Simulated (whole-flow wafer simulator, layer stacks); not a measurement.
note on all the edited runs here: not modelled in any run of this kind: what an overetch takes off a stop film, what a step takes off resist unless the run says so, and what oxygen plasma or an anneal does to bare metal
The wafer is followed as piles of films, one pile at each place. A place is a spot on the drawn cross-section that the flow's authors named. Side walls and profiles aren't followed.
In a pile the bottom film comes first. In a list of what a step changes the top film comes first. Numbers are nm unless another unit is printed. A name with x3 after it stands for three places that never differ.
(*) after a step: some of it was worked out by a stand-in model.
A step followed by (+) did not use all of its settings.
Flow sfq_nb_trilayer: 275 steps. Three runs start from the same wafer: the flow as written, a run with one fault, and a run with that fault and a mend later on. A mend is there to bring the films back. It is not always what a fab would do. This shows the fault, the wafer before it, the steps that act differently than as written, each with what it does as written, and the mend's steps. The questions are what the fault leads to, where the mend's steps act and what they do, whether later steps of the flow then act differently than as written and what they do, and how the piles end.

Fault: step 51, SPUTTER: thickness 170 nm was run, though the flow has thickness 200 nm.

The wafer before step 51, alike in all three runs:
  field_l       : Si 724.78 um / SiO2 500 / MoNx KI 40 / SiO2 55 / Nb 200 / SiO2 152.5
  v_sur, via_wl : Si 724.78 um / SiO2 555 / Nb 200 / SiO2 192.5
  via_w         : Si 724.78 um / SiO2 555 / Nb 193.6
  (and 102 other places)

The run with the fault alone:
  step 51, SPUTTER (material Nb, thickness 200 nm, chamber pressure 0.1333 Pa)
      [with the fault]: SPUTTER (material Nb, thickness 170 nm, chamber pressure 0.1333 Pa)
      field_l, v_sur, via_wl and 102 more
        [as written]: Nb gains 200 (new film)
        [with the fault]: Nb gains 170 (new film)
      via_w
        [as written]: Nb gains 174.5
        [with the fault]: Nb gains 148.7
  Steps further on in the flow that do not act as written (not shown: 2 more steps that differ only slightly, by at most 2% or 0.5 nm, whichever is larger):
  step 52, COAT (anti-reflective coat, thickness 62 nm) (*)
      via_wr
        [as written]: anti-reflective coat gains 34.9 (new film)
        [with the fault]: anti-reflective coat gains 33.9 (new film)
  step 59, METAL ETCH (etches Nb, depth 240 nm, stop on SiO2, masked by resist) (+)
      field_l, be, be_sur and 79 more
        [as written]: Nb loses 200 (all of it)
        [with the fault]: Nb loses 170 (all of it)
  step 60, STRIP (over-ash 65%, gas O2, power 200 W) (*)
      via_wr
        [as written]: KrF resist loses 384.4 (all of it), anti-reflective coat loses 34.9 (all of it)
        [with the fault]: KrF resist loses 385.7 (all of it), anti-reflective coat loses 33.9 (all of it)
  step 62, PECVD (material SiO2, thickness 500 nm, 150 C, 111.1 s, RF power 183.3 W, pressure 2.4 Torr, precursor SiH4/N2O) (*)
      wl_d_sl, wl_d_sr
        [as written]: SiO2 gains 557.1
        [with the fault]: SiO2 gains 527.1
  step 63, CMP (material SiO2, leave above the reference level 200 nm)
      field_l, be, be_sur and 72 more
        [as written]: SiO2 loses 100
        [with the fault]: SiO2 loses 130
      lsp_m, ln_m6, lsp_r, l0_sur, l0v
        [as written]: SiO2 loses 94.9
        [with the fault]: SiO2 loses 130
  The piles end different from the flow's at v_sur, via_wl, via_w and 37 more by more than 2% or 0.5 nm, whichever is larger.
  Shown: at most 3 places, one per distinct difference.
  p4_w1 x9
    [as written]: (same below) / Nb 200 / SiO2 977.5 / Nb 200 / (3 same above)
    [with the fault]: (same below) / Nb 200 / SiO2 947.5 / Nb 200 / (3 same above)
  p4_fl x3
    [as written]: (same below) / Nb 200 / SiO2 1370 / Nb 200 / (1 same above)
    [with the fault]: (same below) / Nb 200 / SiO2 1340 / Nb 200 / (1 same above)
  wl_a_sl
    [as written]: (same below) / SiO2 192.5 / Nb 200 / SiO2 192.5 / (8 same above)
    [with the fault]: (same below) / SiO2 192.5 / Nb 170 / SiO2 192.5 / (8 same above)

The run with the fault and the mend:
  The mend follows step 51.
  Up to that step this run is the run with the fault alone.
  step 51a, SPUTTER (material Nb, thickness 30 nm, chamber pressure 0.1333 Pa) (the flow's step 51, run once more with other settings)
      field_l, v_sur, via_wl and 102 more
        Nb gains 30
      via_w
        Nb gains 23.1
  Later steps of the flow that are run all act as written at every place that is followed, up to a difference of at most 2% or 0.5 nm, whichever is larger.
  At the end the piles are close to the flow's at the places that both follow, differing by at most 2% or 0.5 nm, whichever is larger.
